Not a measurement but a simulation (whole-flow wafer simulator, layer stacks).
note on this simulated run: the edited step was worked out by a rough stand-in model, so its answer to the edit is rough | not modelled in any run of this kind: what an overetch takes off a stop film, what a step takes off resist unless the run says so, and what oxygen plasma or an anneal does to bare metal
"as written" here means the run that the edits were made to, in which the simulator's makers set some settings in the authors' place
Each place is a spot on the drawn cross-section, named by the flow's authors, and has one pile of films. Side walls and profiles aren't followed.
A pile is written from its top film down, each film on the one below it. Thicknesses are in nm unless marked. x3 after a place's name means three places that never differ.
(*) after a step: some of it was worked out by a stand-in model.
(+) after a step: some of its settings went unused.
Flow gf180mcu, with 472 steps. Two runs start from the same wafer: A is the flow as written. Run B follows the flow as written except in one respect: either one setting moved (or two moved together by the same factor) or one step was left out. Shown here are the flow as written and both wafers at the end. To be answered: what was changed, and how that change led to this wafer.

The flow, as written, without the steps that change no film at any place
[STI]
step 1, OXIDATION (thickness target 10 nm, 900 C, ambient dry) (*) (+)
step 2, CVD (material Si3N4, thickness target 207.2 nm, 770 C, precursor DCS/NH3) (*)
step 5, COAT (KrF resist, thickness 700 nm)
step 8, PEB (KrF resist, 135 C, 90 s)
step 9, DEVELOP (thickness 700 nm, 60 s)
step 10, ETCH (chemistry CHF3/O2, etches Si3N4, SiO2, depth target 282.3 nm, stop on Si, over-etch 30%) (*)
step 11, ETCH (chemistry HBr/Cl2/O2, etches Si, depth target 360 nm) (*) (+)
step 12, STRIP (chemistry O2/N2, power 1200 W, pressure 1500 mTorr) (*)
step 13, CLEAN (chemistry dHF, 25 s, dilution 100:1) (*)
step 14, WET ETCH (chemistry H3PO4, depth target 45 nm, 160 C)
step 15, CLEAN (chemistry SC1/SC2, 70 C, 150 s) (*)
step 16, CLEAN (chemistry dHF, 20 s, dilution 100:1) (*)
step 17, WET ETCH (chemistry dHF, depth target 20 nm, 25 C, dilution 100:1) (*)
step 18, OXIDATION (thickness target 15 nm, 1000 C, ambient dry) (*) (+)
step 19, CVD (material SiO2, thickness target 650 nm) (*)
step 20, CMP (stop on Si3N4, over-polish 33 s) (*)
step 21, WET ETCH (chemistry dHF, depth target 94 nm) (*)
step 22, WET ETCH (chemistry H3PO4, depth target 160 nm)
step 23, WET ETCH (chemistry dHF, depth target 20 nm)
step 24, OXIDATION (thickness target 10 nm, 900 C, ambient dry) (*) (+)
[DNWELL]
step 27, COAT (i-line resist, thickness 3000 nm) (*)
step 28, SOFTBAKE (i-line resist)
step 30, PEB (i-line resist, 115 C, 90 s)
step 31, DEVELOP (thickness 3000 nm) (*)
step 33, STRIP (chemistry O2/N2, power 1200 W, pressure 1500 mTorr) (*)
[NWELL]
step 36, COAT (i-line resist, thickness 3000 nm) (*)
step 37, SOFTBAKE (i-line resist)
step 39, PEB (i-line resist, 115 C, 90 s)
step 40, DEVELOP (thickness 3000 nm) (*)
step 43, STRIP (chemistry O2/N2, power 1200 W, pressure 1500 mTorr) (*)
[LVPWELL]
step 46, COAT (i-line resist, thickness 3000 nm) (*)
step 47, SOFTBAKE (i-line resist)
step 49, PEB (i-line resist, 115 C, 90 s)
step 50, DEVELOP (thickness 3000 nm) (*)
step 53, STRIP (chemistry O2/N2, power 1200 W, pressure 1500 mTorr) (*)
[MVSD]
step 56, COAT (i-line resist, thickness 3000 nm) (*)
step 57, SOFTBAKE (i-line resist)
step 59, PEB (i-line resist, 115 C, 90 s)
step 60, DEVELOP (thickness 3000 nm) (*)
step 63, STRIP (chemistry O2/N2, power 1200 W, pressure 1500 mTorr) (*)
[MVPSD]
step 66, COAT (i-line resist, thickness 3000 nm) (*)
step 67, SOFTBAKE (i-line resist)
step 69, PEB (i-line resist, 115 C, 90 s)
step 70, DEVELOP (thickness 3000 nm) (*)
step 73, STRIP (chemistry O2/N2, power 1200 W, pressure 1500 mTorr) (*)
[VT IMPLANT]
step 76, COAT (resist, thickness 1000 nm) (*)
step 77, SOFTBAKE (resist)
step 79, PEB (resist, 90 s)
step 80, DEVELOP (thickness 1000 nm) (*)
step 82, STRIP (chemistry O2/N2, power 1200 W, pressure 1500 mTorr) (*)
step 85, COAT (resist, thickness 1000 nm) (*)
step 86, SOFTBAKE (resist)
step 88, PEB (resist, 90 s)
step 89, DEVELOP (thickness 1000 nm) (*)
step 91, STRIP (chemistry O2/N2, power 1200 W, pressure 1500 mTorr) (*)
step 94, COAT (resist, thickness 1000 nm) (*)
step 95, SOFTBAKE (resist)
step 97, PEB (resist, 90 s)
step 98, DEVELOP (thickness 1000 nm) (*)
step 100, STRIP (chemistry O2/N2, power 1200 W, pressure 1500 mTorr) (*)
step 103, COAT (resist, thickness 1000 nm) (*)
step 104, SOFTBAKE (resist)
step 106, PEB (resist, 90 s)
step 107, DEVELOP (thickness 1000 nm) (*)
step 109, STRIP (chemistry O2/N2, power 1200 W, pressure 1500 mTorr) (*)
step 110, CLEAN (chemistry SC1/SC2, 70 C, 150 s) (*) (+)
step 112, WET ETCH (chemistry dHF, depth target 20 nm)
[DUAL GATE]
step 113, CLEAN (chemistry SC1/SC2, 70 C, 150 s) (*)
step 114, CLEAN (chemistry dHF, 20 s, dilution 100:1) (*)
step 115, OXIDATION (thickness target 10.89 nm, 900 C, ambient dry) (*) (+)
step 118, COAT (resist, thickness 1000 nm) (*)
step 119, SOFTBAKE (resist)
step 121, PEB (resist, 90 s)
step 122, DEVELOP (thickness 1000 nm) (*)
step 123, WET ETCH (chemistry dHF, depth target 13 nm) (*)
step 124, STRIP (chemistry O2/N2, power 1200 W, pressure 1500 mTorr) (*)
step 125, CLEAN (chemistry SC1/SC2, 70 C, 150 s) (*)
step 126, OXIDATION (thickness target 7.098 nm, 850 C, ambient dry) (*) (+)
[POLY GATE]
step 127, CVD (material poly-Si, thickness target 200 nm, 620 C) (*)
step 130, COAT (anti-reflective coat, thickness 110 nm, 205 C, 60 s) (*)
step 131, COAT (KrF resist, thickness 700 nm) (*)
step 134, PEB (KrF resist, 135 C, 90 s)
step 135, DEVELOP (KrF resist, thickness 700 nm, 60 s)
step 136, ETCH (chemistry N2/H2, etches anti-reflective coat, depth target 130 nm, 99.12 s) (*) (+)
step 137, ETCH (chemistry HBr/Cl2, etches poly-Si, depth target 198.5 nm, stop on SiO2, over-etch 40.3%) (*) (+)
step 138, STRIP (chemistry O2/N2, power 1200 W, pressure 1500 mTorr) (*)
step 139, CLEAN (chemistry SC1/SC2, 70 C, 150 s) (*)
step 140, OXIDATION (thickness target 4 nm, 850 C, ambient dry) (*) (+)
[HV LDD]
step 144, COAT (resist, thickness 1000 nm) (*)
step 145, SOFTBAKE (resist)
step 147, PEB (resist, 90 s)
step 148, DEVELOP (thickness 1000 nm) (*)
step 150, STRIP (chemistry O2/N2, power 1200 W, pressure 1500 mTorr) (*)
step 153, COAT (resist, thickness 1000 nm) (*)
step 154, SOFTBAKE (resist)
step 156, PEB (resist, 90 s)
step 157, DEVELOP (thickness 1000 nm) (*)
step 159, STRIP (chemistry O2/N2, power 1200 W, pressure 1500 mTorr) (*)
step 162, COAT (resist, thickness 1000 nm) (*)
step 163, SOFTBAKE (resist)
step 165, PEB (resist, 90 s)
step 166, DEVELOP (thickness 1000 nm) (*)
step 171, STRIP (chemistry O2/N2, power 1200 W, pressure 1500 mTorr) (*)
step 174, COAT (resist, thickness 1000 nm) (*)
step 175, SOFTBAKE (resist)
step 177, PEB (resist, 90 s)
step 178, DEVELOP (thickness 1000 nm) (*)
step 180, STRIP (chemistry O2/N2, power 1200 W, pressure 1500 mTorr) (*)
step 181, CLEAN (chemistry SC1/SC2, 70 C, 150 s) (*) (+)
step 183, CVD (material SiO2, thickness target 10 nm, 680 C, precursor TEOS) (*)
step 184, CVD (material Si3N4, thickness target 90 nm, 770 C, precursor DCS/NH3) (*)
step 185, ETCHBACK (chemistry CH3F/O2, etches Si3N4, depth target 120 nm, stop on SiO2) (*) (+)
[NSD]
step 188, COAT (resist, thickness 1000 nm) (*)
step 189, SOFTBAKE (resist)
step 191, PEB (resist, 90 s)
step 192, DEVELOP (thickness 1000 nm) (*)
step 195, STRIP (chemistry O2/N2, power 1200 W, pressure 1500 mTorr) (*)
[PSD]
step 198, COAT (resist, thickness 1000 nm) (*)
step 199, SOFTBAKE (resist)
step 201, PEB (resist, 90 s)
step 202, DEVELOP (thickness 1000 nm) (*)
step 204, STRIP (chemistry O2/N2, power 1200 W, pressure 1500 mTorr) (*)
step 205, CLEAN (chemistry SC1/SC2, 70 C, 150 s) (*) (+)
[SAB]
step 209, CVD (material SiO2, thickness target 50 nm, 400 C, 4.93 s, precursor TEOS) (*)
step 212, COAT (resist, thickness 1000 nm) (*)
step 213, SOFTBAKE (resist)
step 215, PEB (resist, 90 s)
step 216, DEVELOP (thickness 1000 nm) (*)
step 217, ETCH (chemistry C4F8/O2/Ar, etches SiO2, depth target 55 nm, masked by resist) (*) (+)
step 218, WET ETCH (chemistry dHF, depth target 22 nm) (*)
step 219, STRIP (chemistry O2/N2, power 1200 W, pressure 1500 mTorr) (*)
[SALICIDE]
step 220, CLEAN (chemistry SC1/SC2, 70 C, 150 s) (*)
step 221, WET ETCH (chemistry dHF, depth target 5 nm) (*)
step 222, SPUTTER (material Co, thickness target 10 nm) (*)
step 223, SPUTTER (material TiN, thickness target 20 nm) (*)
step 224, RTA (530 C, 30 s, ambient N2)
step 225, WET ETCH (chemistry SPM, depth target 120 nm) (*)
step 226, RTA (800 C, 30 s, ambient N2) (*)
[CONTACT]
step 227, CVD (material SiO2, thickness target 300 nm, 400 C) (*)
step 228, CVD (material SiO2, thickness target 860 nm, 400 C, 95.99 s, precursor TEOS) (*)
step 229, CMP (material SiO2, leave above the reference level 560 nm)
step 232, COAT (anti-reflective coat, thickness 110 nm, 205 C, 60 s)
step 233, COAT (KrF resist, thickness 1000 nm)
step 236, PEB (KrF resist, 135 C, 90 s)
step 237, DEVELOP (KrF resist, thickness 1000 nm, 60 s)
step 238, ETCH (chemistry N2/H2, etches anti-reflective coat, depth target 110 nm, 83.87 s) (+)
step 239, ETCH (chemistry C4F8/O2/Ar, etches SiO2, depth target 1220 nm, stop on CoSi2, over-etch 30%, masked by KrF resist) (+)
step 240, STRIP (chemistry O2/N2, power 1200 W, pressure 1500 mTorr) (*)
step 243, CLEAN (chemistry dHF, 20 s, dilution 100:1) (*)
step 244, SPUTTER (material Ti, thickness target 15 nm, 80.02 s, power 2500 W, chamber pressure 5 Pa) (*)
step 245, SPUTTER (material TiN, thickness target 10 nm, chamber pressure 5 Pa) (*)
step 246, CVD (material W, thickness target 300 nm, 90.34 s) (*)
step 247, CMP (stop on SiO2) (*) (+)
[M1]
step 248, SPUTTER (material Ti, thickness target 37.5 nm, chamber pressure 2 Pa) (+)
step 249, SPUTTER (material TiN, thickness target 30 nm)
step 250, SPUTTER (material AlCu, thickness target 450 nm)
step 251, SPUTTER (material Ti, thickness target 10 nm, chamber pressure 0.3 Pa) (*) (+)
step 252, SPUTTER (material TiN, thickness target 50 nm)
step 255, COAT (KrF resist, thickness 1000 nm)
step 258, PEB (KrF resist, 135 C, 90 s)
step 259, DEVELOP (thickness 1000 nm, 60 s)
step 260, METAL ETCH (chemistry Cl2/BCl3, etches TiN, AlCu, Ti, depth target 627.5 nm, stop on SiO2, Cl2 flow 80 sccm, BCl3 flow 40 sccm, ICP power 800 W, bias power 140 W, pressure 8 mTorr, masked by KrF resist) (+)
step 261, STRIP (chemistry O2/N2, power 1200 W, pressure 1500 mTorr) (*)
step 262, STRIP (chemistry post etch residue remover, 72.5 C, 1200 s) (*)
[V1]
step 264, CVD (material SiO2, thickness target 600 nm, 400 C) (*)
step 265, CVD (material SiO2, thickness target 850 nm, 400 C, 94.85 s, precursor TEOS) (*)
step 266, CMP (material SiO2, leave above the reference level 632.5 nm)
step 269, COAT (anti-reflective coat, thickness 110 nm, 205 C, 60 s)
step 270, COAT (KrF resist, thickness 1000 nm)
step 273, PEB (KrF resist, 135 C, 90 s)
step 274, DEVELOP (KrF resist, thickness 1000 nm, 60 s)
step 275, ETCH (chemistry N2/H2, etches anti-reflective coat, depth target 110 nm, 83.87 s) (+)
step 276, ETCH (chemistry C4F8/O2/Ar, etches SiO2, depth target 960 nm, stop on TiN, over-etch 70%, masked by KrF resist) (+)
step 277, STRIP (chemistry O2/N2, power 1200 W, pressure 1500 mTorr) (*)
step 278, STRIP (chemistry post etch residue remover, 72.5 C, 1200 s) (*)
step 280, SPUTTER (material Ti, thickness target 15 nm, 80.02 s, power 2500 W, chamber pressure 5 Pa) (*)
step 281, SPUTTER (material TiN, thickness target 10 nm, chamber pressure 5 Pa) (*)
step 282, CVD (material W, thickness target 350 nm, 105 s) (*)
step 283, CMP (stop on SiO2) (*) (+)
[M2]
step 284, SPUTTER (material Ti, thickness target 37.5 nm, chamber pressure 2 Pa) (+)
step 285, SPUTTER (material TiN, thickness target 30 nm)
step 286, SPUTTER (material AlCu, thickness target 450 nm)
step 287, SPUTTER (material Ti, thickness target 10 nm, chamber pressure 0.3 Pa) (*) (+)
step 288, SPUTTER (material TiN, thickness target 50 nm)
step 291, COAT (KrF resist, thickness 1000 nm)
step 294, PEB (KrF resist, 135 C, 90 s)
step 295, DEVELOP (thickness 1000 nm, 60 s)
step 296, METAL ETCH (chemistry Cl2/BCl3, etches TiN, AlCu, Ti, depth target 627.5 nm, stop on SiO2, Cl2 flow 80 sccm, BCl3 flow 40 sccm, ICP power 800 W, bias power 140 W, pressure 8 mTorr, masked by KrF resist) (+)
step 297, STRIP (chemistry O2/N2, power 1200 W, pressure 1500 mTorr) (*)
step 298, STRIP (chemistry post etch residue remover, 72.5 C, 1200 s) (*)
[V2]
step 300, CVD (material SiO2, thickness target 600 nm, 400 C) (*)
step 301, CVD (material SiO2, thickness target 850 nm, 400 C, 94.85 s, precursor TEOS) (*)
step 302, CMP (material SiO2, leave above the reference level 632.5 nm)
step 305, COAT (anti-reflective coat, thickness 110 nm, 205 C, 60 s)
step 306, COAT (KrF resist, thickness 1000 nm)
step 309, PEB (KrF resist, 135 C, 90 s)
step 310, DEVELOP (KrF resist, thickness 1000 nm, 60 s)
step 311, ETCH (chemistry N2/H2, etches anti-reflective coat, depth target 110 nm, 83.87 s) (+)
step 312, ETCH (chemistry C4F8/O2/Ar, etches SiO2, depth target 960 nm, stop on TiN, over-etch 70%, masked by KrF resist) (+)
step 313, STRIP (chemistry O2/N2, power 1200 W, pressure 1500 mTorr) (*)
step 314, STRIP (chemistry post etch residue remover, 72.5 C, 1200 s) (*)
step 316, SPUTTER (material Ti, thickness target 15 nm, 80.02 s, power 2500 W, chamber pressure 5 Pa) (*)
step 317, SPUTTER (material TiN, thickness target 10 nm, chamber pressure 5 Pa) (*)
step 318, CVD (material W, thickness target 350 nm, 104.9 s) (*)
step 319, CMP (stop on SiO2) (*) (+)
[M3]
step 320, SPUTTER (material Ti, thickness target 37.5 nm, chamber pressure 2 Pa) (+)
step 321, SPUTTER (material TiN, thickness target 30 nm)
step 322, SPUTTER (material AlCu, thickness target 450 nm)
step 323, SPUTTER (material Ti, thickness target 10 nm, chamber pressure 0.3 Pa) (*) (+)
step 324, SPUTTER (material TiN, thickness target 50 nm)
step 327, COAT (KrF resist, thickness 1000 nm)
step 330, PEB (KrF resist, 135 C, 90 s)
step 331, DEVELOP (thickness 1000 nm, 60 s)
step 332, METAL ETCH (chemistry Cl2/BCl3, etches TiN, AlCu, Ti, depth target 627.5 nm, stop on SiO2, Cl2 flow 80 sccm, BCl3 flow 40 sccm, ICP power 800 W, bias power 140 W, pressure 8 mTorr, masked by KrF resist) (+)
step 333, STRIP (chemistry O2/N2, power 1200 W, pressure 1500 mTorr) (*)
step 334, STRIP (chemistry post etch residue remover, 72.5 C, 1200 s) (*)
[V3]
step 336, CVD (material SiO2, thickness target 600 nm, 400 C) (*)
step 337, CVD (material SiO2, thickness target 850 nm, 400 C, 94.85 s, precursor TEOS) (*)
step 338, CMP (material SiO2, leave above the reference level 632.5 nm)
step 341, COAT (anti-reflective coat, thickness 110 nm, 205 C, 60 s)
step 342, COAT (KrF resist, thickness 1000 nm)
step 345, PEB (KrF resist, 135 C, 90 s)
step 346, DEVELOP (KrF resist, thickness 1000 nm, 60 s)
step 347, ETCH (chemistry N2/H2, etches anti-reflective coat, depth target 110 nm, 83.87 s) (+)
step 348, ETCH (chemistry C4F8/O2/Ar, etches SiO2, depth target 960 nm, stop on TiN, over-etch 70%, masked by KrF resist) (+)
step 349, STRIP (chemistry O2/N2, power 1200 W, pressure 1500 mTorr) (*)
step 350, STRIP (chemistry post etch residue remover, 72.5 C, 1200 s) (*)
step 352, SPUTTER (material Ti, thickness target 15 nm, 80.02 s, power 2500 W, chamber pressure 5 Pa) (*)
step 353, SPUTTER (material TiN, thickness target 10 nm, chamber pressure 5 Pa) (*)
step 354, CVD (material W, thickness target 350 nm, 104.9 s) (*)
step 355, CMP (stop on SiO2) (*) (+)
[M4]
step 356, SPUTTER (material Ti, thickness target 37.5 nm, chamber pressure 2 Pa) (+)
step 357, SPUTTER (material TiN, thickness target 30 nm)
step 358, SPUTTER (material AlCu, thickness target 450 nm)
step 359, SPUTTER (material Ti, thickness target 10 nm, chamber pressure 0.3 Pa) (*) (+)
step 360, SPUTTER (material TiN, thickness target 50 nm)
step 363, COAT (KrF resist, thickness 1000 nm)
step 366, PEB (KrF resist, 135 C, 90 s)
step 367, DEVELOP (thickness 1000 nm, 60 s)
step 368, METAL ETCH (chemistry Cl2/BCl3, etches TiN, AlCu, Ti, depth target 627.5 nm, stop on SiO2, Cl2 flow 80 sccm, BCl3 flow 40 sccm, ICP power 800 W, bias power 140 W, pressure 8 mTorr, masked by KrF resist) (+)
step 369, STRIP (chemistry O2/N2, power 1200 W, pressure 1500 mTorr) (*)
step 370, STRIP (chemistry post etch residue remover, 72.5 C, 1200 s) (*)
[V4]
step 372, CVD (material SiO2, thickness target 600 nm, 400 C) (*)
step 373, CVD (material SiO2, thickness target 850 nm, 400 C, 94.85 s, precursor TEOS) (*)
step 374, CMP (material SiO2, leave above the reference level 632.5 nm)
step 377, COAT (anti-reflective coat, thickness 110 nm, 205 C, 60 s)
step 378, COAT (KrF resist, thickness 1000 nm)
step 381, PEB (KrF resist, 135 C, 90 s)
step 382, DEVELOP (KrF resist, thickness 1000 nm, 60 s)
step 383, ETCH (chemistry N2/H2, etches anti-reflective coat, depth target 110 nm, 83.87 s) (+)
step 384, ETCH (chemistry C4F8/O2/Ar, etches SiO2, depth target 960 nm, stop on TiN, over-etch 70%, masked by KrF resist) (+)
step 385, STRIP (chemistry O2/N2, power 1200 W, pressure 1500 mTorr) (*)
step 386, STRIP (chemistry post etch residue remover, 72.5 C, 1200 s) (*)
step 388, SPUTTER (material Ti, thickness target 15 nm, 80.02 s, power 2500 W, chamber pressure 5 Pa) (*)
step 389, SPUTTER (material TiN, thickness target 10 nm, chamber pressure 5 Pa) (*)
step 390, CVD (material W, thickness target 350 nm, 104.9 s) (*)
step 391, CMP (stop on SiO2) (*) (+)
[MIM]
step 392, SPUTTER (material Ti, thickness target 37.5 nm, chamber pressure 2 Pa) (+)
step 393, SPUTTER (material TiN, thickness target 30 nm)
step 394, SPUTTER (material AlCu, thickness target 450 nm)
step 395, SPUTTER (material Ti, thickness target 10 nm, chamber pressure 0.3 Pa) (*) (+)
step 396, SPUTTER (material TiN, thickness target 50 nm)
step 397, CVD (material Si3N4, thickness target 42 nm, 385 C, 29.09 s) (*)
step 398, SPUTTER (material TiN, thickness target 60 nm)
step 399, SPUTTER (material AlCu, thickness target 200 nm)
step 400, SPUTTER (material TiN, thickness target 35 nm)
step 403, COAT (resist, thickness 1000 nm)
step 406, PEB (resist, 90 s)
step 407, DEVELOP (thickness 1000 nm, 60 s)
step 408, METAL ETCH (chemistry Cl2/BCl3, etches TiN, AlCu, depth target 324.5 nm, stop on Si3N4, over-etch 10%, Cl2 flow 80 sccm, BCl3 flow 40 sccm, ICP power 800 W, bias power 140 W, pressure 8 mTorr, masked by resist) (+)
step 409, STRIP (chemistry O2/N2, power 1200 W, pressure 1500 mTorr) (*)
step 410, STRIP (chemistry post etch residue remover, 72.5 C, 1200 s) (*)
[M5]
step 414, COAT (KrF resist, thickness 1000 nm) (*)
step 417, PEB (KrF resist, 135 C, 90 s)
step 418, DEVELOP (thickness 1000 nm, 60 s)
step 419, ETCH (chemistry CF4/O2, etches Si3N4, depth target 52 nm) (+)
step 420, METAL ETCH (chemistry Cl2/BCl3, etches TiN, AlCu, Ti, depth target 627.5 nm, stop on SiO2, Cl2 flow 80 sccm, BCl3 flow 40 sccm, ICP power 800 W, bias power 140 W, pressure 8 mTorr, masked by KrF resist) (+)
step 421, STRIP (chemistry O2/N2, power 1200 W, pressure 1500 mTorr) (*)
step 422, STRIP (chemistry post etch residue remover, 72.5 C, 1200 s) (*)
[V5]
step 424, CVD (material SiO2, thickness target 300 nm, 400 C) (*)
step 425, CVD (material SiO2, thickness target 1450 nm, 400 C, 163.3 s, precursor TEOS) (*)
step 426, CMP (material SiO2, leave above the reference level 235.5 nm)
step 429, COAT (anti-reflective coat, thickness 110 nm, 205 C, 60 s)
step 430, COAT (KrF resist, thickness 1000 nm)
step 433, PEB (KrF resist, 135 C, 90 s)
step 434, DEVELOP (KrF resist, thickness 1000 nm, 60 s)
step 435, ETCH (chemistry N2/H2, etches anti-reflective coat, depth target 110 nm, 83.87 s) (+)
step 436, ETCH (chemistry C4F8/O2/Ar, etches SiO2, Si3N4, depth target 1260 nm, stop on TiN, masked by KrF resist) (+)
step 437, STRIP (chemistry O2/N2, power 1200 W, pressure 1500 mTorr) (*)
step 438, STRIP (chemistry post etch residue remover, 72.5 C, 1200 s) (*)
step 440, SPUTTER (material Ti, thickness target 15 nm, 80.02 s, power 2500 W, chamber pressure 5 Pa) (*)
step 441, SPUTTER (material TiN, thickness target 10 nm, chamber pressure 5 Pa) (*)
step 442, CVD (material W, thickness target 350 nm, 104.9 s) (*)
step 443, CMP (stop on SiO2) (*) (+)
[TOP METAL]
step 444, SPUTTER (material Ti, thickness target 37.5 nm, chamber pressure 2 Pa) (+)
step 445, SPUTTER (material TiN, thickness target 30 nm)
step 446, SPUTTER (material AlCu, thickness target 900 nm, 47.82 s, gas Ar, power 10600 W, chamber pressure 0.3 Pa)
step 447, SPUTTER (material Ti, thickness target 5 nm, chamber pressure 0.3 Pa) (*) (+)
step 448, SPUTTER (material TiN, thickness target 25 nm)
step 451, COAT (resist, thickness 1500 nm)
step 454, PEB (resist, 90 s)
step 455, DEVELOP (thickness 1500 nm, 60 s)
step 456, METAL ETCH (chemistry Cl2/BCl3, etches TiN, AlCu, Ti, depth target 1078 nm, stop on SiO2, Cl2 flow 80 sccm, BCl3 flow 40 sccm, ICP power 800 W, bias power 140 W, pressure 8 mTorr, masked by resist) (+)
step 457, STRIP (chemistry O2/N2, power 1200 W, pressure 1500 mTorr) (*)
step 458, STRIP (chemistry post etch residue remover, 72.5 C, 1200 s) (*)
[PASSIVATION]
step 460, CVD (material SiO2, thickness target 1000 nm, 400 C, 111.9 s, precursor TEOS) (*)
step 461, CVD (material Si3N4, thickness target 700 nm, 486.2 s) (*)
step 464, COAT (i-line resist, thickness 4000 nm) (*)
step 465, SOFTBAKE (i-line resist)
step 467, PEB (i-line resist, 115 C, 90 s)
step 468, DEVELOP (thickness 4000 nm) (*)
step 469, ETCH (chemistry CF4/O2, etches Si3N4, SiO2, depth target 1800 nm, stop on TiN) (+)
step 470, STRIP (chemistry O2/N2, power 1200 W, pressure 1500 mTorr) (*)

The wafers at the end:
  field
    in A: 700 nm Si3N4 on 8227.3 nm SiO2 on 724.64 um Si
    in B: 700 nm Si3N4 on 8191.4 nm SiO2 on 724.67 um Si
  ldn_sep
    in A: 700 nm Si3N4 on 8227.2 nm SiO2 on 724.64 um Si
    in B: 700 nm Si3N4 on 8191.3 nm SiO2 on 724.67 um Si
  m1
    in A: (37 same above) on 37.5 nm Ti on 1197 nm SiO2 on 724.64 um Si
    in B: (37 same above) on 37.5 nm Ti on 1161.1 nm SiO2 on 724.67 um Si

The reason: step 11, ETCH: depth target 324 nm was run, whereas the flow has depth target 360 nm.

How this came from the change, step by step:
  step 11, ETCH (chemistry HBr/Cl2/O2, etches Si, depth target 360 nm) (*) (+)
      active, n_well, p_well and 40 more: A KrF resist loses 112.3 | B KrF resist loses 100.3
      field, field_sub, sti and 34 more: A Si loses 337 | B Si loses 301
  step 12, STRIP (chemistry O2/N2, power 1200 W, pressure 1500 mTorr) (*)
      active, n_well, p_well and 40 more: A KrF resist loses 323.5 (all of it) | B KrF resist loses 335.5 (all of it)
  step 19, CVD (material SiO2, thickness target 650 nm) (*)
      m1, ld_fp_n, ld_drift_n and 8 more: A SiO2 gains 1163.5 | B SiO2 gains 1127.5
  step 20, CMP (stop on Si3N4, over-polish 33 s) (*)
      sti, mim_1p0, pad and 11 more: A SiO2 loses 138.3 | B SiO2 loses 174.3
      nw_enc_fld, nw_enc_fld_lv: A SiO2 loses 142.4 | B SiO2 loses 178.4
      (as well as at 10 more places)
